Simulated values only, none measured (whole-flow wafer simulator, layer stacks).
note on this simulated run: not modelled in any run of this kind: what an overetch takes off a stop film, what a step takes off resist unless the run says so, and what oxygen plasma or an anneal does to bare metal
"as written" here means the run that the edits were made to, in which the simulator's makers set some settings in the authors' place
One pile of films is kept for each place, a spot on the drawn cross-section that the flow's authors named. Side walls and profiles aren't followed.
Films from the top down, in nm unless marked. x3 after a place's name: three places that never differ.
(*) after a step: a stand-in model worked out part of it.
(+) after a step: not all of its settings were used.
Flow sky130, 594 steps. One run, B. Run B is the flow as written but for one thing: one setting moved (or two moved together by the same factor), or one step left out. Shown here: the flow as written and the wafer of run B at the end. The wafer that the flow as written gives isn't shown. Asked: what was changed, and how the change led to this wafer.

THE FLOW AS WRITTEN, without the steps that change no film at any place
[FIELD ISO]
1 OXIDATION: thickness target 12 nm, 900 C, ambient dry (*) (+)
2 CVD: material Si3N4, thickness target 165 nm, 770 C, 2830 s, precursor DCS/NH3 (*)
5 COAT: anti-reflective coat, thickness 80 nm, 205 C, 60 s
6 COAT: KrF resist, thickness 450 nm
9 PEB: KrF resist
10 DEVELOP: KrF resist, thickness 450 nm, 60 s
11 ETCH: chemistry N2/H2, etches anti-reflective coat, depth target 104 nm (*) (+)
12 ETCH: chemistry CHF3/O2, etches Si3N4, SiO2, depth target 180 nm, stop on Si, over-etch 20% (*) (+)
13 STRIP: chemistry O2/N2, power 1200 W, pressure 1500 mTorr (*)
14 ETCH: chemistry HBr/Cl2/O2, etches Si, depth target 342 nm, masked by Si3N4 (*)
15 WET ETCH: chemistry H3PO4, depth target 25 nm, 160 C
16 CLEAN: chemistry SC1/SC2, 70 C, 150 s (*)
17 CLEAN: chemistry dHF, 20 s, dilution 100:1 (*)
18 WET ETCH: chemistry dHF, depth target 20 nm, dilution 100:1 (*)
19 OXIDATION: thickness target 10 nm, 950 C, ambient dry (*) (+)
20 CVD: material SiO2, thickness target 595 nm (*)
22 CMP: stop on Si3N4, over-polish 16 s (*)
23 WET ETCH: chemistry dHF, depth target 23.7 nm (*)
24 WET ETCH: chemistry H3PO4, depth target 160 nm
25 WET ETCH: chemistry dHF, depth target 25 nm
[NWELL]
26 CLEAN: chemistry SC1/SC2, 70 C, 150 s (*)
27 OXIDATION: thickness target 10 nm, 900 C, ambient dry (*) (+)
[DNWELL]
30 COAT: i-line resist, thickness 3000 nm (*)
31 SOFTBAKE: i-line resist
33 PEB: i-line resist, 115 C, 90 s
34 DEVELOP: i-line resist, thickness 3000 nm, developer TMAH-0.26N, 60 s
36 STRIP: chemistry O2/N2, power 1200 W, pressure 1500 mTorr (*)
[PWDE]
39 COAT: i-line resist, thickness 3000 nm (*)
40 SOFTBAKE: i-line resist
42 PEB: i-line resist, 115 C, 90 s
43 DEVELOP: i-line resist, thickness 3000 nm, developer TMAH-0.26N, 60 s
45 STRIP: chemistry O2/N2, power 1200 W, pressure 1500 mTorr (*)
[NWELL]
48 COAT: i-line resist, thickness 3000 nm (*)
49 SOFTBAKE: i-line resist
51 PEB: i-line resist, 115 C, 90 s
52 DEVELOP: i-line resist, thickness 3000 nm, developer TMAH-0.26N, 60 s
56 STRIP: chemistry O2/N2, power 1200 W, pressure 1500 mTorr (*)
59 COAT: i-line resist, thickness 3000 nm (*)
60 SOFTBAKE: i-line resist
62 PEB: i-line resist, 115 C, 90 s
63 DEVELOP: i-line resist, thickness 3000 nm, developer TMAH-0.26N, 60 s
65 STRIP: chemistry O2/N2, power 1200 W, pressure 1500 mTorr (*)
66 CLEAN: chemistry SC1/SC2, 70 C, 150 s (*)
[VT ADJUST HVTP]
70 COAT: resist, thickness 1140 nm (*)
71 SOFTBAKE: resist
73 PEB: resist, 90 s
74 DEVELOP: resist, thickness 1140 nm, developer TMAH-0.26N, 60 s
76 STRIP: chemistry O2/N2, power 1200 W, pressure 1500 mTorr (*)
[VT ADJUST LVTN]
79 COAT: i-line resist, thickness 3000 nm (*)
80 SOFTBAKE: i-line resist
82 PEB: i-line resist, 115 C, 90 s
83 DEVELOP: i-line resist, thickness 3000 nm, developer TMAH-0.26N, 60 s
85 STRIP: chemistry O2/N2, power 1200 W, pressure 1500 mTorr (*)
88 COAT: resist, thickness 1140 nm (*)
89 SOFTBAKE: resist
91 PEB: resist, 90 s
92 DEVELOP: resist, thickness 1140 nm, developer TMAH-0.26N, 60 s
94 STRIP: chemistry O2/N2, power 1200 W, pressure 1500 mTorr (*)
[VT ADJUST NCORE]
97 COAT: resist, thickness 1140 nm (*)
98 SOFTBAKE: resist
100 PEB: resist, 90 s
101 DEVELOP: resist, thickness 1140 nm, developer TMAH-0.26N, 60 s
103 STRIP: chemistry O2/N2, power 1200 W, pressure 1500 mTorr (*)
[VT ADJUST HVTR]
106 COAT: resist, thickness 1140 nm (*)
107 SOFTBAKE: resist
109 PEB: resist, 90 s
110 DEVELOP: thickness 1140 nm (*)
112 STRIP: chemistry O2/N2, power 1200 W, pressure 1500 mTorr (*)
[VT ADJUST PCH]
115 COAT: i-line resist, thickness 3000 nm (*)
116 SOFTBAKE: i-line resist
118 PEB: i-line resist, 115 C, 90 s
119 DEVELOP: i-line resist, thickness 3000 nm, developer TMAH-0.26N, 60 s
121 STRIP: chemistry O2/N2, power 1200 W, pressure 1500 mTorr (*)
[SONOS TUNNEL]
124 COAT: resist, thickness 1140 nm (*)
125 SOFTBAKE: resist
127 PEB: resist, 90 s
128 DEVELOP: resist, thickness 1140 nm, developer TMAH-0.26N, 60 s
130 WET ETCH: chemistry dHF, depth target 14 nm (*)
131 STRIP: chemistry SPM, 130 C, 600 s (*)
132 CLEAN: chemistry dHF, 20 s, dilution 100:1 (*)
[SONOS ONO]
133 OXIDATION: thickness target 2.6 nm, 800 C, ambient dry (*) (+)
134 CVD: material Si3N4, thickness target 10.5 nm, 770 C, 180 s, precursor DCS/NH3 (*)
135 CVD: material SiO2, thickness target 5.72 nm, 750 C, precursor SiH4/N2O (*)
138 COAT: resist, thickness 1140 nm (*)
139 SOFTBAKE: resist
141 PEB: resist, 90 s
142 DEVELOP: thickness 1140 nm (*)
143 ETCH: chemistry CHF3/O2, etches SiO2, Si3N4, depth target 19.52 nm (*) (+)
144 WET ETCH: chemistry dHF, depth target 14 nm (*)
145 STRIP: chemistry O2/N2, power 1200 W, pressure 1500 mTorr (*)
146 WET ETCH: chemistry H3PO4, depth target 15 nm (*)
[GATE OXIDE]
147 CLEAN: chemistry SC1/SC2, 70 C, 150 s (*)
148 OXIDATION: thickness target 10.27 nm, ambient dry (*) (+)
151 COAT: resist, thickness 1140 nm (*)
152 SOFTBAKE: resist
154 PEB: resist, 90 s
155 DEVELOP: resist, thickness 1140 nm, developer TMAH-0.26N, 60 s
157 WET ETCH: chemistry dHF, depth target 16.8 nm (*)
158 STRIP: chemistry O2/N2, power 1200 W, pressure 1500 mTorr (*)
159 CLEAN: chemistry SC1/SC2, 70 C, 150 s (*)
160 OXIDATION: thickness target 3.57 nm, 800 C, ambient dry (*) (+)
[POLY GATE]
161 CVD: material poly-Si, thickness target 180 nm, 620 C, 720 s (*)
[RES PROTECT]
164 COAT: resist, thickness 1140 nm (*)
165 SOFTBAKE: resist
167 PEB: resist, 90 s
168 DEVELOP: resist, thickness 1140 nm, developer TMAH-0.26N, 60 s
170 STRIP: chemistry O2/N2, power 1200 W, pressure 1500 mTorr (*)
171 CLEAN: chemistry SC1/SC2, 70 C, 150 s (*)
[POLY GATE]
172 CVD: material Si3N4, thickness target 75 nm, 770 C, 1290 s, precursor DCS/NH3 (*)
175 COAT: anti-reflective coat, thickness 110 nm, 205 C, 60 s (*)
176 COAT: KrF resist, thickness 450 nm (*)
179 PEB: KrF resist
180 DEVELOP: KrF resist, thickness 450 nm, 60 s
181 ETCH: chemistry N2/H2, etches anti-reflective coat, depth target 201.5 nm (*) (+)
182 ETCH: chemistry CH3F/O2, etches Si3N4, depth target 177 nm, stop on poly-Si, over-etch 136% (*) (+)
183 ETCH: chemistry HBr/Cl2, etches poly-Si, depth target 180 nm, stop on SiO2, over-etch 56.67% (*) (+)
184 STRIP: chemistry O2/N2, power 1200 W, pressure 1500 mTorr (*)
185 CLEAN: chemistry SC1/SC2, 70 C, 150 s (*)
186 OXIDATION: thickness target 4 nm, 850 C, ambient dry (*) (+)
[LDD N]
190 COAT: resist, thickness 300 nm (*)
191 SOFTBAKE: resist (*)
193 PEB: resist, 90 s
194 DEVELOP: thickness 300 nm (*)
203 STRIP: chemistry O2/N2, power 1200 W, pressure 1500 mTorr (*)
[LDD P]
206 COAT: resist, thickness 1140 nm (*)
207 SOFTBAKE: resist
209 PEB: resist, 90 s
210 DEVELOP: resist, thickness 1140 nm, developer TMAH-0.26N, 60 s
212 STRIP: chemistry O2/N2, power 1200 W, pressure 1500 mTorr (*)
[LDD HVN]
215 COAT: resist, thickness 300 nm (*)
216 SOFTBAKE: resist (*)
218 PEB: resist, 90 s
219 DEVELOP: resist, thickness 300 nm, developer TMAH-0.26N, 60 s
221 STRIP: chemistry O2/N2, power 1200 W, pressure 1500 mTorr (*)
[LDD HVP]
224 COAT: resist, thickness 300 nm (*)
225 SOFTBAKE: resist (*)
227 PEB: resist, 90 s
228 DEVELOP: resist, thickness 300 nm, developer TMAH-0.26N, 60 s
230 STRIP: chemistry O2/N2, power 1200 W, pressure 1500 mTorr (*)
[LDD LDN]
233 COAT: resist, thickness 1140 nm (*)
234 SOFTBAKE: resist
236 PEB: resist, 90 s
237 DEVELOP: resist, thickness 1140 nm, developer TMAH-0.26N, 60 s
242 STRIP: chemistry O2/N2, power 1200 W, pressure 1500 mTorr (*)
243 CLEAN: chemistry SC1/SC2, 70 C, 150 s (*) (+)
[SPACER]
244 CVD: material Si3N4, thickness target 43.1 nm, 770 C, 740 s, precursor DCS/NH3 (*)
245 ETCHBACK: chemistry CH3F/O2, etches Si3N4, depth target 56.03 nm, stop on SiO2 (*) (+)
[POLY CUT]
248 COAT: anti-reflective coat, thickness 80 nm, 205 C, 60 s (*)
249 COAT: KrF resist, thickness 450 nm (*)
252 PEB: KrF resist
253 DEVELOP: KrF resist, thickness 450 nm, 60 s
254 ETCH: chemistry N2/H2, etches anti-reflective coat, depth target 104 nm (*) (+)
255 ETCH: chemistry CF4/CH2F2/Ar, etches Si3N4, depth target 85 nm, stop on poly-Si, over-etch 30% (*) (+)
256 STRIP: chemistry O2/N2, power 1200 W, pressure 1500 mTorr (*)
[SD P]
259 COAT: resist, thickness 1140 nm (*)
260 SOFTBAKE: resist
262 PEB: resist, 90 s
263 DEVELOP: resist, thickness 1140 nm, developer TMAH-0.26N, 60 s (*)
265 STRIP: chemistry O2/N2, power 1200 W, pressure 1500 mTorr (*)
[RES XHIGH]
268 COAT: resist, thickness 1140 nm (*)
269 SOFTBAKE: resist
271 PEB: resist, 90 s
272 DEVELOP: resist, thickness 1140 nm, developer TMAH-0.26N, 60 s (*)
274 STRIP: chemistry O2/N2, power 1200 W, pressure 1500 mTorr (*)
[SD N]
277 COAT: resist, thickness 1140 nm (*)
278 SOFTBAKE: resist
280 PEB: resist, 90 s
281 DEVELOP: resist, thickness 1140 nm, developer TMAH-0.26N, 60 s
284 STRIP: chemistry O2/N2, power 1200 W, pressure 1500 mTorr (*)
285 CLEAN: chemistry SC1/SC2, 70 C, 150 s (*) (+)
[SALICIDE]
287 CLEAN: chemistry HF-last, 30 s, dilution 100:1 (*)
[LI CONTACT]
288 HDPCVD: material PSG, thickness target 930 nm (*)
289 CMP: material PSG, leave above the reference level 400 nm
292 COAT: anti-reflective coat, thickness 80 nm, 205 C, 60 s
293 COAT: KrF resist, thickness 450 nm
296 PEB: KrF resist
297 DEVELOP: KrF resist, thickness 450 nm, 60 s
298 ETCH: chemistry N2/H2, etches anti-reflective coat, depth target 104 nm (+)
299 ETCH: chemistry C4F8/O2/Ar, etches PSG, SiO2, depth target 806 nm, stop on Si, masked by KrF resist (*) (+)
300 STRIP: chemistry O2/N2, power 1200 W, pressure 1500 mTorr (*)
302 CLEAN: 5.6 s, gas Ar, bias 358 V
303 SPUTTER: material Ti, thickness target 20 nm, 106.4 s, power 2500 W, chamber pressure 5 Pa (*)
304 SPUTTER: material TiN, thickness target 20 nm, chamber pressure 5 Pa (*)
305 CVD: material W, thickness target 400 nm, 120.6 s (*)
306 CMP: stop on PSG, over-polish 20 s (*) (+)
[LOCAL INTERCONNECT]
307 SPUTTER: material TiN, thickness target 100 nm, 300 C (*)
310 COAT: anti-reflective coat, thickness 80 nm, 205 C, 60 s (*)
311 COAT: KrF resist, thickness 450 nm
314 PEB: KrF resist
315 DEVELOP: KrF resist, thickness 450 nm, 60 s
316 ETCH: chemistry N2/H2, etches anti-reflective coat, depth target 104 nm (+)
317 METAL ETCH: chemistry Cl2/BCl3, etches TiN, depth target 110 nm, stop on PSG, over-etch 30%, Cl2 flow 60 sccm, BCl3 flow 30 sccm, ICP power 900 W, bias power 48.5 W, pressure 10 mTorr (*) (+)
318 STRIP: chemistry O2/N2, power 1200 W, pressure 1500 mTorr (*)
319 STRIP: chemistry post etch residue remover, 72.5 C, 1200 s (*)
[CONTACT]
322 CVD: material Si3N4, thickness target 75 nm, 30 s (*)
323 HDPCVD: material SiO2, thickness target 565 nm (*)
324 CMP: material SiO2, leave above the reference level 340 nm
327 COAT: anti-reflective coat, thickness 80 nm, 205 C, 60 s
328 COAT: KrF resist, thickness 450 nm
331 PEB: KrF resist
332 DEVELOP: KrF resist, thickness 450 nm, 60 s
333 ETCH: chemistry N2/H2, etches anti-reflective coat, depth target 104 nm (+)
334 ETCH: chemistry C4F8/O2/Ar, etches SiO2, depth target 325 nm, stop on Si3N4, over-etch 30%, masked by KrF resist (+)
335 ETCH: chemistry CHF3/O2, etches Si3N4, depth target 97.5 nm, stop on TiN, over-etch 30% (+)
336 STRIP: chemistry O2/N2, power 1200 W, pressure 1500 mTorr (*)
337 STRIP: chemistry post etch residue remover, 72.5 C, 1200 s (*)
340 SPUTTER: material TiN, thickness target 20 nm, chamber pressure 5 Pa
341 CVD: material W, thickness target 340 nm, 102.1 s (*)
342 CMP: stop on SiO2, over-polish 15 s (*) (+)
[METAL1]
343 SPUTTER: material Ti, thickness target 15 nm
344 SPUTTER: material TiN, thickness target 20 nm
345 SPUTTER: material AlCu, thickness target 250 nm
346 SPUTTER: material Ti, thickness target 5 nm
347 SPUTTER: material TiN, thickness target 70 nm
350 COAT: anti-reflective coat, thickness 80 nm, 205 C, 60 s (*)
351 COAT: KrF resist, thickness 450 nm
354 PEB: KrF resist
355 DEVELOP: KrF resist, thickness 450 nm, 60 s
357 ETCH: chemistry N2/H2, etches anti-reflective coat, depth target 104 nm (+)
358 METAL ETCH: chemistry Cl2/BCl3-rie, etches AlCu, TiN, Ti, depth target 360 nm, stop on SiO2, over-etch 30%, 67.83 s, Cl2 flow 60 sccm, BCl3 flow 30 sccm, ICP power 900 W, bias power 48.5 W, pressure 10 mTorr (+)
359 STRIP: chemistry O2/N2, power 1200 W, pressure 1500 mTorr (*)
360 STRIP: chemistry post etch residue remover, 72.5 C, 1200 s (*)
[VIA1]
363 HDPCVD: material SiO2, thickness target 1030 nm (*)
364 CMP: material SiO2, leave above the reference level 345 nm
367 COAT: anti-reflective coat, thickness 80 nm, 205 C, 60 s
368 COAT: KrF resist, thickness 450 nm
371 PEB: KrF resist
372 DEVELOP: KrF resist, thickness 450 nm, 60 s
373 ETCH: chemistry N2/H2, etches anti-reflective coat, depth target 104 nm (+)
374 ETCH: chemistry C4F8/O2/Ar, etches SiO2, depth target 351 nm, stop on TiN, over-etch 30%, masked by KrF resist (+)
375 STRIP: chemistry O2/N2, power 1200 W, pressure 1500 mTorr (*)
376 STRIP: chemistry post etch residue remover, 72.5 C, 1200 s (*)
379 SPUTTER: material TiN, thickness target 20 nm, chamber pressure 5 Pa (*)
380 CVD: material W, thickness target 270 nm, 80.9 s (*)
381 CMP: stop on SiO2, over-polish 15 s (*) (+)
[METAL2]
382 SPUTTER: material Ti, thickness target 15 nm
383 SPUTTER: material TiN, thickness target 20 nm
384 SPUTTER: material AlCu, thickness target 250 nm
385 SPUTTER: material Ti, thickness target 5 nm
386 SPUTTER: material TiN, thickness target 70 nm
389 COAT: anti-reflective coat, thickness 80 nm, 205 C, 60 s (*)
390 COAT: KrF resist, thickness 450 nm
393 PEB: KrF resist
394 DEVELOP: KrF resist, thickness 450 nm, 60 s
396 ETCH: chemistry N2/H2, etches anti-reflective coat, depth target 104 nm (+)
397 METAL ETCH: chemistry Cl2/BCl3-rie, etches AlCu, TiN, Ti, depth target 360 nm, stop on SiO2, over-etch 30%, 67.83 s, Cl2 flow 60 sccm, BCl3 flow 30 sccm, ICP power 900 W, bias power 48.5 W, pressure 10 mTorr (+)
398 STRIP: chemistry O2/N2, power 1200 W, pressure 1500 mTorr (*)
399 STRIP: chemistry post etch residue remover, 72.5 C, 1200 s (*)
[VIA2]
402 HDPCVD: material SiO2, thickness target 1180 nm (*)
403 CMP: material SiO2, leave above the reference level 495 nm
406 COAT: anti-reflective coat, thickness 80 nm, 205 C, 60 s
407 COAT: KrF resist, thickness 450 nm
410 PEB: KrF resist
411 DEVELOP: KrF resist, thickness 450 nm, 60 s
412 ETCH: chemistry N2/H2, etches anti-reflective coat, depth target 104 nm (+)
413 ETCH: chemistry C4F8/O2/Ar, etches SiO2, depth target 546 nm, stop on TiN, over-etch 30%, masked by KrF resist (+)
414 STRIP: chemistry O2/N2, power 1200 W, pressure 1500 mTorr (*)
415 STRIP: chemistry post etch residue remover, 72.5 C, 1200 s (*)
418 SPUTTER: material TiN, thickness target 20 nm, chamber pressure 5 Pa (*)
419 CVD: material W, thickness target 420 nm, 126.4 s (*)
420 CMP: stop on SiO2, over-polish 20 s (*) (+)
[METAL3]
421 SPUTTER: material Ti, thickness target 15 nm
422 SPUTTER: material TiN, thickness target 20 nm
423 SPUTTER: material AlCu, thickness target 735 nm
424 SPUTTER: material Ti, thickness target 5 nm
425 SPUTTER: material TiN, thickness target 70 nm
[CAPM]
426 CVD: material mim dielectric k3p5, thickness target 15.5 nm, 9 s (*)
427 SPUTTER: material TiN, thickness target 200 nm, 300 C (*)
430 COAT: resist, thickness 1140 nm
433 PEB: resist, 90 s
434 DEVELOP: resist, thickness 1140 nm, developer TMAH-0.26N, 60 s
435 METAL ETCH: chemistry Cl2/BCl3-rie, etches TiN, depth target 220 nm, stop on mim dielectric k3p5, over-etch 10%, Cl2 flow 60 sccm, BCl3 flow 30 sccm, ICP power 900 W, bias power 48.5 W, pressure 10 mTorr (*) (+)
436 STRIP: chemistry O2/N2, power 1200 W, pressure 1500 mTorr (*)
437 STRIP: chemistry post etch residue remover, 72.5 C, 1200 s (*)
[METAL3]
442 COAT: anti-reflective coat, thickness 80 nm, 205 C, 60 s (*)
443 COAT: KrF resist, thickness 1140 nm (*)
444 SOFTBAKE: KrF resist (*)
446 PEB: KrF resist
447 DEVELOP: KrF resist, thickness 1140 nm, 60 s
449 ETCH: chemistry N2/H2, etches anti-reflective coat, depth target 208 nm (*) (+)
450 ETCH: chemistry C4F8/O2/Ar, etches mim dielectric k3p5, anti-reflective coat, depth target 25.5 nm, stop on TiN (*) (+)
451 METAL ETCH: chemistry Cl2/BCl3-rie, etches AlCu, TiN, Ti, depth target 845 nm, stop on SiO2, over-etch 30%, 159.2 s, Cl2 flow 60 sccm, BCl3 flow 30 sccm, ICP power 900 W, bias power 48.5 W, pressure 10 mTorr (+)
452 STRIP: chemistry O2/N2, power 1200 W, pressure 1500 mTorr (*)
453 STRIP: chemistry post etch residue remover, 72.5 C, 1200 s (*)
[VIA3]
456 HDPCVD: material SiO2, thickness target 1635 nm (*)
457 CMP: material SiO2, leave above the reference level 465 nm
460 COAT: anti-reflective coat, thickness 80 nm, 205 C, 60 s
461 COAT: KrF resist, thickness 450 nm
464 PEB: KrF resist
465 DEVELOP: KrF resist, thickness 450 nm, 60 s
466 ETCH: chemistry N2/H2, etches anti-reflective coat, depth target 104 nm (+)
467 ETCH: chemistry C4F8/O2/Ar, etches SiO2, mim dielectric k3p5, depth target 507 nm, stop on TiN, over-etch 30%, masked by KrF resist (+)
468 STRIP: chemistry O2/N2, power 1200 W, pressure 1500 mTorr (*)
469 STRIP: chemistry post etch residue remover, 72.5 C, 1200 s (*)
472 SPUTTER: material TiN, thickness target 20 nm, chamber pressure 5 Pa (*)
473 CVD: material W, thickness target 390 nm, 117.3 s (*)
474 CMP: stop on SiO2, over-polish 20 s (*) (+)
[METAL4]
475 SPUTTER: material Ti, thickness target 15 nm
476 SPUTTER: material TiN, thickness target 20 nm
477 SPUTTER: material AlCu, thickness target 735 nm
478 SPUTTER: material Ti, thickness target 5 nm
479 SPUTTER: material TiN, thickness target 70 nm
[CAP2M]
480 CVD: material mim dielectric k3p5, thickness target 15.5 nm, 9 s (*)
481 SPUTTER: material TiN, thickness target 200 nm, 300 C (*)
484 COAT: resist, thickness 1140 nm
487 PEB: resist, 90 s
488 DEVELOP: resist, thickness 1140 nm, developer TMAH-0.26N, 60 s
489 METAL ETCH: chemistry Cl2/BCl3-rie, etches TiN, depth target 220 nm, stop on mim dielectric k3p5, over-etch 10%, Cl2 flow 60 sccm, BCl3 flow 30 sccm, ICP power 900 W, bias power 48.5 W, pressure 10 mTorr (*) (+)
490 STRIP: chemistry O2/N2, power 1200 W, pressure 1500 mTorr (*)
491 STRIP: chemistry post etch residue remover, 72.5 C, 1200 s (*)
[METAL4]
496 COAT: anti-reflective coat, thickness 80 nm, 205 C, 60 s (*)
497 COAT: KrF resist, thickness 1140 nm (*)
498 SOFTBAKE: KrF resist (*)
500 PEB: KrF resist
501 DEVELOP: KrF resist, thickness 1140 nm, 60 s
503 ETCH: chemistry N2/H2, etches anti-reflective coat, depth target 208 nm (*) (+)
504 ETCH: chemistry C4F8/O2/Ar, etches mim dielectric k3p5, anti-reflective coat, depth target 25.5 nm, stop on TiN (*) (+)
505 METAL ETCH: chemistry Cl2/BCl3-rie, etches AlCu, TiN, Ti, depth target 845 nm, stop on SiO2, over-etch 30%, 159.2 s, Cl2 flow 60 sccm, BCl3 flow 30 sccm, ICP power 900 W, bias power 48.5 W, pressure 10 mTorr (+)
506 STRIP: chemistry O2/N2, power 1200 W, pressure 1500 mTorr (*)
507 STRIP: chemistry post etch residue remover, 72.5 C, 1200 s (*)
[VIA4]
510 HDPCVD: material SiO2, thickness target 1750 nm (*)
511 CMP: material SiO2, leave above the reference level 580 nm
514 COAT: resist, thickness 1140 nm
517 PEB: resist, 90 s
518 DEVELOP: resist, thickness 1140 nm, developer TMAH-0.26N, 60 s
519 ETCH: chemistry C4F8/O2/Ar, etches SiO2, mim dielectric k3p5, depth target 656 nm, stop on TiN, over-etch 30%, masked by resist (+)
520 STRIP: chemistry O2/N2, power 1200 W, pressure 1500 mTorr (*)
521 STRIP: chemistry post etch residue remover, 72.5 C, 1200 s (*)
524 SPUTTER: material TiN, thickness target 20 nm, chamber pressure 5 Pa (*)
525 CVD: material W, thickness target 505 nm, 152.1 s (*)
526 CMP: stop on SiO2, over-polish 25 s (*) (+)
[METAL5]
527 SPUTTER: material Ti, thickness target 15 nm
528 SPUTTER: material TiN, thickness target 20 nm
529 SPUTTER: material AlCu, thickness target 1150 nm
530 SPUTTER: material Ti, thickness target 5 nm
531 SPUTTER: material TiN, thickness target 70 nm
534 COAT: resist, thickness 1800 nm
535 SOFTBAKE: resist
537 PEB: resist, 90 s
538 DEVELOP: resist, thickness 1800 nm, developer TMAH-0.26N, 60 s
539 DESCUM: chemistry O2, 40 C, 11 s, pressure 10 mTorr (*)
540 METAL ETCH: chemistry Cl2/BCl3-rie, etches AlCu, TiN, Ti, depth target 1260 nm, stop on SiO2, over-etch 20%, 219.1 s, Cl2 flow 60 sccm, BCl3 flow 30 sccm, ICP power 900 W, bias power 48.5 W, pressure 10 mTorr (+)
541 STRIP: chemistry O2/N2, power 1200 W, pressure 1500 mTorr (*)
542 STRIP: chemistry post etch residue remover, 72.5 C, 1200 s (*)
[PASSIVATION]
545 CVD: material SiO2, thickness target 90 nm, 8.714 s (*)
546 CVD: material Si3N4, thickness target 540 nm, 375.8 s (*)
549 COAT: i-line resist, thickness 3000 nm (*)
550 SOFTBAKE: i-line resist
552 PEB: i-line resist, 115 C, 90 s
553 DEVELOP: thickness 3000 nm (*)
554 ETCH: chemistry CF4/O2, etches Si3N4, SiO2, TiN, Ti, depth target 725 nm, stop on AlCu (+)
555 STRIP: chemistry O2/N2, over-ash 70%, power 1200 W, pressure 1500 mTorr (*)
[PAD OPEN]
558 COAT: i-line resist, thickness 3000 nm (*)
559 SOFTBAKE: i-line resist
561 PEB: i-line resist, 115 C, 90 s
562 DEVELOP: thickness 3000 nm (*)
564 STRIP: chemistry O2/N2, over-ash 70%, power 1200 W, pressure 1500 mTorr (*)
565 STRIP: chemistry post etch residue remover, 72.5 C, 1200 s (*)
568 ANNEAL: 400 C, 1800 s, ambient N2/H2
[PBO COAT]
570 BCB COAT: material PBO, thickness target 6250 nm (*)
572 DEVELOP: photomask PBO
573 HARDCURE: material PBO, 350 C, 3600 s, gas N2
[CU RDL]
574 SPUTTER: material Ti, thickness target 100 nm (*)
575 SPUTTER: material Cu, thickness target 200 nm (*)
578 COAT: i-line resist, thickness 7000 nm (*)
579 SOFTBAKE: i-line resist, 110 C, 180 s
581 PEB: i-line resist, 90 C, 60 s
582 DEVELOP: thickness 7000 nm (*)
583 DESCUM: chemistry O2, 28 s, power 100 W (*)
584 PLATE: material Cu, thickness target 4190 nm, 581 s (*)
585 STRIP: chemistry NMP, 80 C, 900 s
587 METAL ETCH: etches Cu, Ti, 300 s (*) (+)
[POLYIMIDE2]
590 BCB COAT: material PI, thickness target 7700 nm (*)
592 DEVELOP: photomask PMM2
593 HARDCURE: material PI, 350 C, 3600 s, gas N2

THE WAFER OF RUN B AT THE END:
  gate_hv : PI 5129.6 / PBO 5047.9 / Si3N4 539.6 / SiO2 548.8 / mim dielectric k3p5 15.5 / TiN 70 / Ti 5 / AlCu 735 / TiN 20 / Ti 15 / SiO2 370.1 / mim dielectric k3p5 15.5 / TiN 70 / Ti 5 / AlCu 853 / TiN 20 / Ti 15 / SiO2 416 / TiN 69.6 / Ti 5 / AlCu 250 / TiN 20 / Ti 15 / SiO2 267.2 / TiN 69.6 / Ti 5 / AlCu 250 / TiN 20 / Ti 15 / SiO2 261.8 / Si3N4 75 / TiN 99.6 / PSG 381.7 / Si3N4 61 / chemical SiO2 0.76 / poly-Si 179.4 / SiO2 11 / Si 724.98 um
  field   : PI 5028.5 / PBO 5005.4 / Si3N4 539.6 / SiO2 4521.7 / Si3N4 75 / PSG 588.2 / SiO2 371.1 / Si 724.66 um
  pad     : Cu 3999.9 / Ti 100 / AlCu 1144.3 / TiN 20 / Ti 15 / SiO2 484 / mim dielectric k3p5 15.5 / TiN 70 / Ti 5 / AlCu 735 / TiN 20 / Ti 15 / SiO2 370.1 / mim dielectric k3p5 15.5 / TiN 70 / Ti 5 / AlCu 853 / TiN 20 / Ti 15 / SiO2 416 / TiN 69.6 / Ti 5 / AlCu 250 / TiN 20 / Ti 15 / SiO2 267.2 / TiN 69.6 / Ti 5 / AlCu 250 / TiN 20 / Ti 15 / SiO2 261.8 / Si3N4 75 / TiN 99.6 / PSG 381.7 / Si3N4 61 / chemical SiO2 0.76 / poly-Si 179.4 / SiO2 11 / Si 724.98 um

The cause: step 423, SPUTTER: thickness target 853 nm was run, where the flow has thickness target 735 nm.
It can be read off the wafer: gate_hv has AlCu 853, and step 423 as written asks for 735 nm.

How the change led to this, step by step:
  423 SPUTTER: material AlCu, thickness target 735 nm
      field, active, n_well and 188 more: AlCu +853 (new film) (as written it would be: AlCu +735 (new film))
  451 METAL ETCH: chemistry Cl2/BCl3-rie, etches AlCu, TiN, Ti, depth target 845 nm, stop on SiO2, over-etch 30%, 159.2 s, Cl2 flow 60 sccm, BCl3 flow 30 sccm, ICP power 900 W, bias power 48.5 W, pressure 10 mTorr (+)
      field, active, gate and 62 more: TiN -70 (all of it), Ti -5 (all of it), AlCu -853 (all of it), TiN -20 (all of it), Ti -15 (all of it), SiO2 -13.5 (as written it would be: TiN -70 (all of it), Ti -5 (all of it), AlCu -735 (all of it), TiN -20 (all of it), Ti -15 (all of it), SiO2 -25.4)
      vpp_ln, vpp_iso2, ndiff_ln, ndiff_cd, via1_hole, via1_enc, m2_ln_cd: TiN -70 (all of it), Ti -5 (all of it), AlCu -853 (all of it), TiN -20 (all of it), Ti -15 (all of it), SiO2 -13.6 (as written it would be: TiN -70 (all of it), Ti -5 (all of it), AlCu -735 (all of it), TiN -20 (all of it), Ti -15 (all of it), SiO2 -25.3)
      (and at 13 more places)
  457 CMP: material SiO2, leave above the reference level 465 nm
      field, active, gate and 78 more: SiO2 -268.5 (as written it would be: SiO2 -374.7)
      poly_licon, vpp_l1ln, rpo_hd_licon, via1_hole: SiO2 -268.4 (as written it would be: SiO2 -374.7)
